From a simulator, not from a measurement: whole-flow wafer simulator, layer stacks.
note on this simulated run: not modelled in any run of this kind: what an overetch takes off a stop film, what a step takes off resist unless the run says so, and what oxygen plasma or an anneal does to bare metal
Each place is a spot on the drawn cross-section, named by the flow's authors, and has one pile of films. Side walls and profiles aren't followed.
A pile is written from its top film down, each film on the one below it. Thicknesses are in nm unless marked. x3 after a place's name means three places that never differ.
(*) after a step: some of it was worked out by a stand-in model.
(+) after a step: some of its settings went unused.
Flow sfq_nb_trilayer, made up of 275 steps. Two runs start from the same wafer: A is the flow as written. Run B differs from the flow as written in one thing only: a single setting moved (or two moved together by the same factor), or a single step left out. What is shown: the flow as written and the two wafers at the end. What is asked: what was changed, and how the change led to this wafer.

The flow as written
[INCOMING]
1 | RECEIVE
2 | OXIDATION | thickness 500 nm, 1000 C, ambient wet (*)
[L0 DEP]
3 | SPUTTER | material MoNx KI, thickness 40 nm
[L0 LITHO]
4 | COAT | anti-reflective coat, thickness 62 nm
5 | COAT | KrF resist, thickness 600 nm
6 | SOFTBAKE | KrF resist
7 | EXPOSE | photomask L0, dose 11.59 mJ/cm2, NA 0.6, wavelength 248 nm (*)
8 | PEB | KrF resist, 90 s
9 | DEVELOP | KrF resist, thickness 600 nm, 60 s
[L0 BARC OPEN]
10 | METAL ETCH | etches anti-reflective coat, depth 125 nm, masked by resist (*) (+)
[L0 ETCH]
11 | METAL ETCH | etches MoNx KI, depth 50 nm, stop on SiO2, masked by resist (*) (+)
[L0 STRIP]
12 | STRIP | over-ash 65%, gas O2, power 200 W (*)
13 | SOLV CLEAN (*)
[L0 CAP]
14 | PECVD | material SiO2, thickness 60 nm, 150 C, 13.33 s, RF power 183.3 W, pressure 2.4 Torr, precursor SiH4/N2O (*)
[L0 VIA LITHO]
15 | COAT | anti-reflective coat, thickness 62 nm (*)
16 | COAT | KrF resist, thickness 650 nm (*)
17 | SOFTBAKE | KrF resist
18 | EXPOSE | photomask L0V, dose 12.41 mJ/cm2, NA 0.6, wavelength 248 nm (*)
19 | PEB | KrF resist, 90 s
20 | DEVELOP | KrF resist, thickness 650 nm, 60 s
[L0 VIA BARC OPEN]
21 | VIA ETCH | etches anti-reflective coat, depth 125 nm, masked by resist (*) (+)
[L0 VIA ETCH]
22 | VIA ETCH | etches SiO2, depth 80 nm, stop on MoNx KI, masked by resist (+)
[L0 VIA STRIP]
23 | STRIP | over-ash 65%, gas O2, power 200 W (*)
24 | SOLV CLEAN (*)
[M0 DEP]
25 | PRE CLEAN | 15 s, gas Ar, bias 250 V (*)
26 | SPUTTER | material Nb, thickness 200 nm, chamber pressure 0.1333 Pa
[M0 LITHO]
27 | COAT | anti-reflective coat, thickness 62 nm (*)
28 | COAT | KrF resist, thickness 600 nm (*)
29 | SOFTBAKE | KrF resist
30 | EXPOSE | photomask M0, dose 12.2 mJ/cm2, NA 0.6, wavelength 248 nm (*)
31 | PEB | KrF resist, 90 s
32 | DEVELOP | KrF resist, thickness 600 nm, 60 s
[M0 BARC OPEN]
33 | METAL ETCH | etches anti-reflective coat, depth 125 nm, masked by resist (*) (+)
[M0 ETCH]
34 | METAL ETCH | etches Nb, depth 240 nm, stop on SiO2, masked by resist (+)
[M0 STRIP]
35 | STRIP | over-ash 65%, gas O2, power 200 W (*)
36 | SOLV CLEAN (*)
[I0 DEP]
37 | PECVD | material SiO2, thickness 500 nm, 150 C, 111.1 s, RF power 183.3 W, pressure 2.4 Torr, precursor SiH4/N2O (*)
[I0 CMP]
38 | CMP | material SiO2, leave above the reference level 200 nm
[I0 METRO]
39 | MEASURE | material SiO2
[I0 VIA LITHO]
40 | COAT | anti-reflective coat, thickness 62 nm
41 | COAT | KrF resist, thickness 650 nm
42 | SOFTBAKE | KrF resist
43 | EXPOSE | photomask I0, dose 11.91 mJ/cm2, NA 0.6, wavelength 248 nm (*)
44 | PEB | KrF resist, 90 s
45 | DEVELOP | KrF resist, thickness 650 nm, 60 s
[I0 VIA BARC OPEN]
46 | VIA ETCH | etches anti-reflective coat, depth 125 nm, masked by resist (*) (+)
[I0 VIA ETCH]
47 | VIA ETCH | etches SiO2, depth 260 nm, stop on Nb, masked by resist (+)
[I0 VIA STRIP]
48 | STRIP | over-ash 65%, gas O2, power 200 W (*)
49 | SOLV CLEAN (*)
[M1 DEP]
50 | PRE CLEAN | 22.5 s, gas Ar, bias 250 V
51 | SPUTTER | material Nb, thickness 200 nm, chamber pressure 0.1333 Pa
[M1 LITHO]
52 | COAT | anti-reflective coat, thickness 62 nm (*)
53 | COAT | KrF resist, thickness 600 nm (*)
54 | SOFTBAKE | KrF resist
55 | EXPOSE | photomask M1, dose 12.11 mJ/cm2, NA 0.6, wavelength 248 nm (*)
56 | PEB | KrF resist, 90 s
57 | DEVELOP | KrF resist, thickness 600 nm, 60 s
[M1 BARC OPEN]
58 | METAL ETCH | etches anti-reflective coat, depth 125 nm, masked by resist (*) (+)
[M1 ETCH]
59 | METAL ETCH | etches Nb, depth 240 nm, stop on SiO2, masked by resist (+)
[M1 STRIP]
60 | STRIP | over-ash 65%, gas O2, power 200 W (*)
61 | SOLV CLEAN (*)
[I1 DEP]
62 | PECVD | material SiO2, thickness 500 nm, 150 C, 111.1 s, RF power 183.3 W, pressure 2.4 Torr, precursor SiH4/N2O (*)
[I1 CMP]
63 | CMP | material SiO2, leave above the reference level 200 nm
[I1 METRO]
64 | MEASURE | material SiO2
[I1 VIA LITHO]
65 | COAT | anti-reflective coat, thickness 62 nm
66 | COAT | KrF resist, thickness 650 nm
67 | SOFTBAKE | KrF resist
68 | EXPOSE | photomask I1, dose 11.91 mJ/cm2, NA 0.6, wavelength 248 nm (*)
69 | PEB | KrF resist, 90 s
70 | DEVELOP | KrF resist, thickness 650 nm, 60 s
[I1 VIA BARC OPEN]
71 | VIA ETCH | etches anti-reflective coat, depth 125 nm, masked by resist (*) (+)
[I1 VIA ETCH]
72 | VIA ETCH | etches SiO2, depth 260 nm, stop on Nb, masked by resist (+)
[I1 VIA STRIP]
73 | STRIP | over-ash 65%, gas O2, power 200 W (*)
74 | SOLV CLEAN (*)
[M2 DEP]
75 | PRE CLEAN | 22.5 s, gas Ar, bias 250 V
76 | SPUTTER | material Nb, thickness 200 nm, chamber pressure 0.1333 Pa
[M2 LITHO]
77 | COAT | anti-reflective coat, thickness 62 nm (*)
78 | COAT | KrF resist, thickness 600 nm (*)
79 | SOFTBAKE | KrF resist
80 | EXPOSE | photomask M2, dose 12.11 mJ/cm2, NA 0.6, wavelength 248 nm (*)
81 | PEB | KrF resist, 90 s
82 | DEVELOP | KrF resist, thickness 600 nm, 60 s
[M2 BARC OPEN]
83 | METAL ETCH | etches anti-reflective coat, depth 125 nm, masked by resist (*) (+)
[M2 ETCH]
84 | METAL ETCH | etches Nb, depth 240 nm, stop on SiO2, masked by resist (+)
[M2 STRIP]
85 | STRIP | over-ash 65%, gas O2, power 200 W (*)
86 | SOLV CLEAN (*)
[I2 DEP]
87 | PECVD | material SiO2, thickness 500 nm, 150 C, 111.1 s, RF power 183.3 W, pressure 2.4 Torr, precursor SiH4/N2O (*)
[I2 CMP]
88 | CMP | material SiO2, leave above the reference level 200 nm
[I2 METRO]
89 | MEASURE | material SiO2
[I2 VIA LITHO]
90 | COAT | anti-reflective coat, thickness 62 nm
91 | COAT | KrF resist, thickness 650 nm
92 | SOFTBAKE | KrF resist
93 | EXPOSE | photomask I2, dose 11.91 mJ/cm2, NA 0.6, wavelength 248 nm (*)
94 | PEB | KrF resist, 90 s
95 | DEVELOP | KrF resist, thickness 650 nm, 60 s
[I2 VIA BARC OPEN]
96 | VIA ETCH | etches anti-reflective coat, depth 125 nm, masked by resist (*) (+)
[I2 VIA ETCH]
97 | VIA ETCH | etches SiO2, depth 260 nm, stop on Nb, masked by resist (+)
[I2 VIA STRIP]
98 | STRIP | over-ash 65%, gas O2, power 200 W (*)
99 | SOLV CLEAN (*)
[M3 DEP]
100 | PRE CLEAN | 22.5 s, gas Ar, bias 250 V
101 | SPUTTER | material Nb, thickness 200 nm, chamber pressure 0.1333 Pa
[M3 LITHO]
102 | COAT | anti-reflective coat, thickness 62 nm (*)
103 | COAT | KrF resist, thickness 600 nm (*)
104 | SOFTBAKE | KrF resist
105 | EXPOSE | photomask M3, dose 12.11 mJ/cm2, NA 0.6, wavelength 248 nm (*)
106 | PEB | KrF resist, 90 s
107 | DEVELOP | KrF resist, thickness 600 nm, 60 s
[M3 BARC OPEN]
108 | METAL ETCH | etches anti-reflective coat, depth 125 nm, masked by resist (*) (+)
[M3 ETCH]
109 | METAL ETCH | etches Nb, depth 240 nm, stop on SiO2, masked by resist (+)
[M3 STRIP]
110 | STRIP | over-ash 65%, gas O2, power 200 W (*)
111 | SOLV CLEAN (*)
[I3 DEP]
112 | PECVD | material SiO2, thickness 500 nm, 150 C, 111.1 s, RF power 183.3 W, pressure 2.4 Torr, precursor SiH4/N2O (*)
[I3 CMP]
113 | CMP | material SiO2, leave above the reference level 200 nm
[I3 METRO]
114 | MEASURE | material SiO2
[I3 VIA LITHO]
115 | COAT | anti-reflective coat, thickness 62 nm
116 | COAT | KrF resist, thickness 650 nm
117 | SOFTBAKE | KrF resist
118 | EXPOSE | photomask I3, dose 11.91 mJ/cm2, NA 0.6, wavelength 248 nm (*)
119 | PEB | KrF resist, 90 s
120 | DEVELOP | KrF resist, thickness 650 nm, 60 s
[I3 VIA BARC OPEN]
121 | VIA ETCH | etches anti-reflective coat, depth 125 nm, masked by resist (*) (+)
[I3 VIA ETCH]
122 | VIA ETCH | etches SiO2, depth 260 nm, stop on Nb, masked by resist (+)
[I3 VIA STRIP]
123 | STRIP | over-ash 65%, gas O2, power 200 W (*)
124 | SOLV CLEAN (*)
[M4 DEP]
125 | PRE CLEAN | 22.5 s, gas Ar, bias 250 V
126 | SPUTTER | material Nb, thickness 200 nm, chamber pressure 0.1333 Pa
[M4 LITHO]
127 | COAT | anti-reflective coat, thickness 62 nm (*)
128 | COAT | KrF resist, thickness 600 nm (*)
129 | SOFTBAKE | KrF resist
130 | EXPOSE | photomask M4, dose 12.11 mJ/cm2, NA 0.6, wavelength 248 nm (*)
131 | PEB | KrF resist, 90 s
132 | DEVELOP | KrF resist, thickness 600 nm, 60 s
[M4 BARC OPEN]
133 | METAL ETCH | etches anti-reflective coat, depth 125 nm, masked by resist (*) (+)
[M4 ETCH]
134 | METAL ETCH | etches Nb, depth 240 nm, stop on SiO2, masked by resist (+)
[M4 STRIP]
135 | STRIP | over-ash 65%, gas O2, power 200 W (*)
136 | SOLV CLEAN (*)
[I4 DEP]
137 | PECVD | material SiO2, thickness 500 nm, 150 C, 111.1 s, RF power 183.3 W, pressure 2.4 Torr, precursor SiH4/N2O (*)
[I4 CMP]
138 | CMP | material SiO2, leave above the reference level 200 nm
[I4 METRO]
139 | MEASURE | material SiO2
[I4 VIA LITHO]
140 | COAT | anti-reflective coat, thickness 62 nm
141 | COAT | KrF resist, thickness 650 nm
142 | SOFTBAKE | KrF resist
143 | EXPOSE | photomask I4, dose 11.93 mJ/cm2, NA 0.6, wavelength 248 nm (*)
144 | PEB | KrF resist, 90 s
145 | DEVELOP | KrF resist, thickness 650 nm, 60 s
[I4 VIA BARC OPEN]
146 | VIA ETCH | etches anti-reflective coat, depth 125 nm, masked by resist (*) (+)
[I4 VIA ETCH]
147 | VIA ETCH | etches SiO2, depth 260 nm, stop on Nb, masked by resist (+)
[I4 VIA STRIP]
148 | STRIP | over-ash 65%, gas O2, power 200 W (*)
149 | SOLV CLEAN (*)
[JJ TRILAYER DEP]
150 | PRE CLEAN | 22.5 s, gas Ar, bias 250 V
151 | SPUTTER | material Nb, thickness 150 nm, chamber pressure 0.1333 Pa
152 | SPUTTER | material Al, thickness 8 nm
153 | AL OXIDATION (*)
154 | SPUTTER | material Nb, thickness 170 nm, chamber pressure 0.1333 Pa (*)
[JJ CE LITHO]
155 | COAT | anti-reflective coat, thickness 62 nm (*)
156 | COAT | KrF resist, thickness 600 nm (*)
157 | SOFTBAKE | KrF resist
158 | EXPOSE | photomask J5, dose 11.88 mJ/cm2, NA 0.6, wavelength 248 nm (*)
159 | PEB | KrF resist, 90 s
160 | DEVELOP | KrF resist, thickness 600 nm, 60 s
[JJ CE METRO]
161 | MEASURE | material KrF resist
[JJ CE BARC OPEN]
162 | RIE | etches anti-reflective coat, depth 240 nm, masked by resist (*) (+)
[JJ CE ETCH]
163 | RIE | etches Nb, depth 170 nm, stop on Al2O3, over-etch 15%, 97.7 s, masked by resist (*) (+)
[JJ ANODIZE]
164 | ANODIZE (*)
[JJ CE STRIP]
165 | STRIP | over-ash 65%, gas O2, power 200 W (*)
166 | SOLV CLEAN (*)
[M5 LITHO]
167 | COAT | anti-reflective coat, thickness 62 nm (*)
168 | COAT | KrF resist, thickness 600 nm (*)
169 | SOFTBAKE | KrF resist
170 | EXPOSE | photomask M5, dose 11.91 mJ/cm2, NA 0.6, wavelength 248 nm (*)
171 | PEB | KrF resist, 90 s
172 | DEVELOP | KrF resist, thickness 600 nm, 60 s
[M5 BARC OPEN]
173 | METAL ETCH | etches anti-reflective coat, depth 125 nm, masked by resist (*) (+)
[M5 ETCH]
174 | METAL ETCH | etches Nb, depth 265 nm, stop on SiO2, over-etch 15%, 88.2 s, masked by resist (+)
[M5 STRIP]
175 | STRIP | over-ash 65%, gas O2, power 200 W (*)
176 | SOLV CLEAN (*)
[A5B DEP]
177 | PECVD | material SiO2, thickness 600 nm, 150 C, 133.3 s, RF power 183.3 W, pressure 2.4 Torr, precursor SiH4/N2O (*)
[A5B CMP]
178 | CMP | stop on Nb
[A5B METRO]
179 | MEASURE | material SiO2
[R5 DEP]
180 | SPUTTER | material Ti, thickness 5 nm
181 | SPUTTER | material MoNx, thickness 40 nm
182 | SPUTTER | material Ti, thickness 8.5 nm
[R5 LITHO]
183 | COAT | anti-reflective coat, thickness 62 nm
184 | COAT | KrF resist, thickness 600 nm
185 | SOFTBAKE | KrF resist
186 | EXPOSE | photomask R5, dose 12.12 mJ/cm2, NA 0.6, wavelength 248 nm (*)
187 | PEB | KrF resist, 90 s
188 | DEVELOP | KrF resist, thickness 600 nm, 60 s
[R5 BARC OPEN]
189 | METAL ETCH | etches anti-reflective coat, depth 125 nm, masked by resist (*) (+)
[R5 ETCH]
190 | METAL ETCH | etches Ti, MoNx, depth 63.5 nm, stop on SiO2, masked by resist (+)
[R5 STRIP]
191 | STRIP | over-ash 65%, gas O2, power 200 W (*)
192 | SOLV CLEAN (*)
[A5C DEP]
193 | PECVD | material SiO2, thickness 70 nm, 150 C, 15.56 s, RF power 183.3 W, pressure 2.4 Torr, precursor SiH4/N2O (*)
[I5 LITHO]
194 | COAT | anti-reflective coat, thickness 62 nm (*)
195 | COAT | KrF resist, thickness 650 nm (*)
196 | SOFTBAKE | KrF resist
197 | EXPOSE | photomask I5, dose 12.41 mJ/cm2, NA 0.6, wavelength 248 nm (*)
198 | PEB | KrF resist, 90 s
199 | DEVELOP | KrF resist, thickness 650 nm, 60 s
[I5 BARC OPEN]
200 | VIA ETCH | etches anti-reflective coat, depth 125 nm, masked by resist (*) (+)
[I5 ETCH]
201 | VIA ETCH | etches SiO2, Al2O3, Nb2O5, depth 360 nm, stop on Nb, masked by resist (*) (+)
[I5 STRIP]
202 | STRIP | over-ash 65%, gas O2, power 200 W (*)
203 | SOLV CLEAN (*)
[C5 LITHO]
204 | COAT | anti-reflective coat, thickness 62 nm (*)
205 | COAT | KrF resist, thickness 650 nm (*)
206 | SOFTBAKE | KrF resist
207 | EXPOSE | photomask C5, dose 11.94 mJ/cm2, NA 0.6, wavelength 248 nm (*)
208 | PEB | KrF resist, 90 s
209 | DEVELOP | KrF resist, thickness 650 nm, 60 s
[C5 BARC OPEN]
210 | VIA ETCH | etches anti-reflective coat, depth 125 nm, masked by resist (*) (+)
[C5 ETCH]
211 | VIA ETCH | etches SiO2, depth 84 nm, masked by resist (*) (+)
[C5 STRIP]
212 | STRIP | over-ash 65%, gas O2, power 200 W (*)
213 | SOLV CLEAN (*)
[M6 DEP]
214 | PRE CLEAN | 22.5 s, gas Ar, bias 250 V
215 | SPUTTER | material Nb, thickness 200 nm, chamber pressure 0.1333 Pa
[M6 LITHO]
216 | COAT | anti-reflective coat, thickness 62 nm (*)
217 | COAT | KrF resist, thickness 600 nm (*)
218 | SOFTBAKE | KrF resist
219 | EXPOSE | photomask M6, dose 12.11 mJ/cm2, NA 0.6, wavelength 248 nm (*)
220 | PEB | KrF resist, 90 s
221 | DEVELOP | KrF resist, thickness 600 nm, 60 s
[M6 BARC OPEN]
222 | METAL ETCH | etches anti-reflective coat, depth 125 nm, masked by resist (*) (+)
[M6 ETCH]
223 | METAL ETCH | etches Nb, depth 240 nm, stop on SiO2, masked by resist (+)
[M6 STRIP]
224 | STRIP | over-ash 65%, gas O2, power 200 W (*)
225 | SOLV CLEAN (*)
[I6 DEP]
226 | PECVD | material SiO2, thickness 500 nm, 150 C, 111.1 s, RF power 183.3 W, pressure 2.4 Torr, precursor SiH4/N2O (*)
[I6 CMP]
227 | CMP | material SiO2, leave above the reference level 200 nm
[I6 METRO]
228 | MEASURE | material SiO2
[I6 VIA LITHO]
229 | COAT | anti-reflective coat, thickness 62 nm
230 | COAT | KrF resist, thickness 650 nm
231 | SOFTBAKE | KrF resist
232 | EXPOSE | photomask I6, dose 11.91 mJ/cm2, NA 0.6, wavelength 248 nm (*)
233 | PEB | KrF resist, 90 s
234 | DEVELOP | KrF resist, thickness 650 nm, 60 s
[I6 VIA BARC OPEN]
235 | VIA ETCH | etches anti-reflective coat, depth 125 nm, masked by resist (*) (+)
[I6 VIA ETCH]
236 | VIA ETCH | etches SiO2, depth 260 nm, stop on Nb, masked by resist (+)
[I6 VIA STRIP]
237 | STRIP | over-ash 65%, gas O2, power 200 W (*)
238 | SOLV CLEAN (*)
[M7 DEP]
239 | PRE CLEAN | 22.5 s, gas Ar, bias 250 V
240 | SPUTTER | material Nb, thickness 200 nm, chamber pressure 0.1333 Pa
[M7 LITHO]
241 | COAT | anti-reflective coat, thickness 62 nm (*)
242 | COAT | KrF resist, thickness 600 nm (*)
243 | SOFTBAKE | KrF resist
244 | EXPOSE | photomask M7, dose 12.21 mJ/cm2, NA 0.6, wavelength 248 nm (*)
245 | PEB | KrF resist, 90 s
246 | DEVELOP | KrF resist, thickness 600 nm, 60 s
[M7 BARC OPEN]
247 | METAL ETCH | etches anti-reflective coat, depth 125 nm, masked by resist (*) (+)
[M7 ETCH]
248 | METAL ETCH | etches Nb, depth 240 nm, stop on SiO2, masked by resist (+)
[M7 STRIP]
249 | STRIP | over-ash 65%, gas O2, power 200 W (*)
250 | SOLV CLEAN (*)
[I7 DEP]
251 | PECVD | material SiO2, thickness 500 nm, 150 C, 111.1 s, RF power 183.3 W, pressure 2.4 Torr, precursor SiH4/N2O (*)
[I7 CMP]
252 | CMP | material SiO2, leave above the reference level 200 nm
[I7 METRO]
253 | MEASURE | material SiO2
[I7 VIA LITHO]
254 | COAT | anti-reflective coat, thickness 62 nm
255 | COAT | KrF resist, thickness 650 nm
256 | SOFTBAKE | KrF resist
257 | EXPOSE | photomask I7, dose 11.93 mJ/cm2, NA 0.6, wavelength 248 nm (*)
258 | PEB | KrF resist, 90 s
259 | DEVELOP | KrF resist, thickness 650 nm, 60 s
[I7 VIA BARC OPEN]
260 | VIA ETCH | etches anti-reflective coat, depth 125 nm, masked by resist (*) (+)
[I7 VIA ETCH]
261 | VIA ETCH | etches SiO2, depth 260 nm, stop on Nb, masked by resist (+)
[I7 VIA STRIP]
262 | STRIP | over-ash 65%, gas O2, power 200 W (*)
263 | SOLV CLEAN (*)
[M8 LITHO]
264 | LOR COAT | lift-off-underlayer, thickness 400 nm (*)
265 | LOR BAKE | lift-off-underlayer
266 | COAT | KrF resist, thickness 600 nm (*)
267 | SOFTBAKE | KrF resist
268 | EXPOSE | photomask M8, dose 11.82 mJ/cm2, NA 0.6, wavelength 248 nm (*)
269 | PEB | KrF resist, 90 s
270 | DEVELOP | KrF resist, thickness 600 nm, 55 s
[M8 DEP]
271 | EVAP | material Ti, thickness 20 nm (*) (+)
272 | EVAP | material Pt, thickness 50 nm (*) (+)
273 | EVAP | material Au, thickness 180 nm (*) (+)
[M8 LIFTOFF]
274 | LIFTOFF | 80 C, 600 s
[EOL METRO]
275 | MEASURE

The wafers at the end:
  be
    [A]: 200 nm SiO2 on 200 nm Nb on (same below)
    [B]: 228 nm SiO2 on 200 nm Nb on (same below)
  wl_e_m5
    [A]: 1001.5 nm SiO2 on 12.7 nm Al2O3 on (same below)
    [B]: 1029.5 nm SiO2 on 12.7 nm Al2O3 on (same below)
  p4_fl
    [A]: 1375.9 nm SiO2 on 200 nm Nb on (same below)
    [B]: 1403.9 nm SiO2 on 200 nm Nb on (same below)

Cause: step 252, CMP: leave above the reference level 228 nm was run, though the flow has leave above the reference level 200 nm.
The wafer lets one read it off: be has SiO2 228, and step 252 as written asks for 200 nm.

Step by step, how the change led to this:
  252 | CMP | material SiO2, leave above the reference level 200 nm
      field_l, p4_fl, p4_fm and 56 more: A SiO2 loses 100 | B SiO2 loses 72
      v_sur, via_wl, via_w and 37 more: A SiO2 loses 300 | B SiO2 loses 272
      (and at 7 other places as well)
  261 | VIA ETCH | etches SiO2, depth 260 nm, stop on Nb, masked by resist (+)
      via_wl, via_w, via_wr: A SiO2 loses 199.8 (all of it) | B SiO2 loses 227.8 (all of it)
  264 | LOR COAT | lift-off-underlayer, thickness 400 nm (*)
      via_wl, via_wr: A lift-off-underlayer gains 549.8 (new film) | B lift-off-underlayer gains 570.7 (new film)
      via_w: A lift-off-underlayer gains 536.4 (new film) | B lift-off-underlayer gains 555.5 (new film)
  270 | DEVELOP | KrF resist, thickness 600 nm, 55 s
      via_wl: A KrF resist loses 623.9 (all of it), lift-off-underlayer loses 549.8 (all of it) | B KrF resist loses 627.4 (all of it), lift-off-underlayer loses 570.7 (all of it)
      via_w: A KrF resist loses 635.4 (all of it), lift-off-underlayer loses 536.4 (all of it) | B KrF resist loses 640.6 (all of it), lift-off-underlayer loses 555.5 (all of it)
      (and at 1 other place as well)
